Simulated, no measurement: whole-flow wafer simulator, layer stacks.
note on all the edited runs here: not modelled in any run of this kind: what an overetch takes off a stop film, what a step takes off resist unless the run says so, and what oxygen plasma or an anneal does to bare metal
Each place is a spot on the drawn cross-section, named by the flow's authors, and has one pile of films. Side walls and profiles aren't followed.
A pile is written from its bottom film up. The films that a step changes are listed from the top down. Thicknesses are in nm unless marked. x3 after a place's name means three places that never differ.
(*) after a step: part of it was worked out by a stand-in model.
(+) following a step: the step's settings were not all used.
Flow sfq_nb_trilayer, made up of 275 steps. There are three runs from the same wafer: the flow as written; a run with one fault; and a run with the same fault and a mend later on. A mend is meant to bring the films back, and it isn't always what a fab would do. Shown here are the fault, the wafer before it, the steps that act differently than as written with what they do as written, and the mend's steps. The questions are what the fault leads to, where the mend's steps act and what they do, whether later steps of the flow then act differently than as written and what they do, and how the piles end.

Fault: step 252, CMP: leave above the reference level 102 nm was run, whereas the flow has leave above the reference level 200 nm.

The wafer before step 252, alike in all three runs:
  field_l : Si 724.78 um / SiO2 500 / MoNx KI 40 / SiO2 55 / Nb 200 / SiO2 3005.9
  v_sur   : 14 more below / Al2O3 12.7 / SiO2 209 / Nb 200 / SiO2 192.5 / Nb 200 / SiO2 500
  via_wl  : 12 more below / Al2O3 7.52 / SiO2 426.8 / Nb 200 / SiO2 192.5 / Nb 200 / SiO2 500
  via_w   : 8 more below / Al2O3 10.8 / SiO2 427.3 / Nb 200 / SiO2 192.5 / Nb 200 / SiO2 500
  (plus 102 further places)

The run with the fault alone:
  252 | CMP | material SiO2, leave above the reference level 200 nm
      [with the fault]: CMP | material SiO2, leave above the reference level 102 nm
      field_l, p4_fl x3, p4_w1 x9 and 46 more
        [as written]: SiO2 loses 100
        [with the fault]: SiO2 loses 198
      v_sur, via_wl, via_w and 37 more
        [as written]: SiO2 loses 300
        [with the fault]: SiO2 loses 398
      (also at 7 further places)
  Later steps of the flow acting differently than as written (2 other steps are not shown; they differ only slightly, by no more than 2% or 0.5 nm, whichever is larger):
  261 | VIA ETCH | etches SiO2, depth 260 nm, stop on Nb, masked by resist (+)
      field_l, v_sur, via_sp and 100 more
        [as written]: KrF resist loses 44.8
        [with the fault]: KrF resist loses 26.3
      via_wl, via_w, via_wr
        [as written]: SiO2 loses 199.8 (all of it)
        [with the fault]: SiO2 loses 101.8 (all of it)
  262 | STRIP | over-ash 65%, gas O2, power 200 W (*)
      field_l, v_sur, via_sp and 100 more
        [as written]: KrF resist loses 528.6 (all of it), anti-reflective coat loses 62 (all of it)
        [with the fault]: KrF resist loses 547.1 (all of it), anti-reflective coat loses 62 (all of it)
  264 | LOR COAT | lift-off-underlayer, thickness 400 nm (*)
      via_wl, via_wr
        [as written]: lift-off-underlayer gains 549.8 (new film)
        [with the fault]: lift-off-underlayer gains 476.4 (new film)
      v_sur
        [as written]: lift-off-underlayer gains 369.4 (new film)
        [with the fault]: lift-off-underlayer gains 384.4 (new film)
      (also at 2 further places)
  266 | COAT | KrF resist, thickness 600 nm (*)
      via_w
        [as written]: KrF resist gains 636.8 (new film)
        [with the fault]: KrF resist gains 618.8 (new film)
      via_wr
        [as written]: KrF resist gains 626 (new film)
        [with the fault]: KrF resist gains 613.2 (new film)
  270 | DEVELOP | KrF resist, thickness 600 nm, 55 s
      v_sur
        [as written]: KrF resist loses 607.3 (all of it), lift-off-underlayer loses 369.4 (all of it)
        [with the fault]: KrF resist loses 603.1 (all of it), lift-off-underlayer loses 384.4 (all of it)
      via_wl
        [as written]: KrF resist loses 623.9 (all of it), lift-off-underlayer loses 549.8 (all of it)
        [with the fault]: KrF resist loses 611.6 (all of it), lift-off-underlayer loses 476.4 (all of it)
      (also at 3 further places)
  By the end, the piles at field_l, v_sur, via_sp and 100 more depart from the flow's by more than 2% or 0.5 nm, whichever is larger.
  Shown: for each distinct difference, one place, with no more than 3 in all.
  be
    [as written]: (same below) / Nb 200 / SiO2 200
    [with the fault]: (same below) / Nb 200 / SiO2 102
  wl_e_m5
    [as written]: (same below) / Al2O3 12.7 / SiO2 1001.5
    [with the fault]: (same below) / Al2O3 12.7 / SiO2 903.5
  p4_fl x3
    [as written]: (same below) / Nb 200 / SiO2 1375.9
    [with the fault]: (same below) / Nb 200 / SiO2 1277.9

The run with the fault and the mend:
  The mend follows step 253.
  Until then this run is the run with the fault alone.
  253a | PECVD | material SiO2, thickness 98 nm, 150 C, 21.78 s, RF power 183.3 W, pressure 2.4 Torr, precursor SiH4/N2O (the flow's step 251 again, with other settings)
      field_l, v_sur, via_wl and 103 more
        SiO2 gains 98
  None of the later steps of the flow acts differently than as written at any place that is followed.
  The piles end the same as the flow's at every place that both follow.
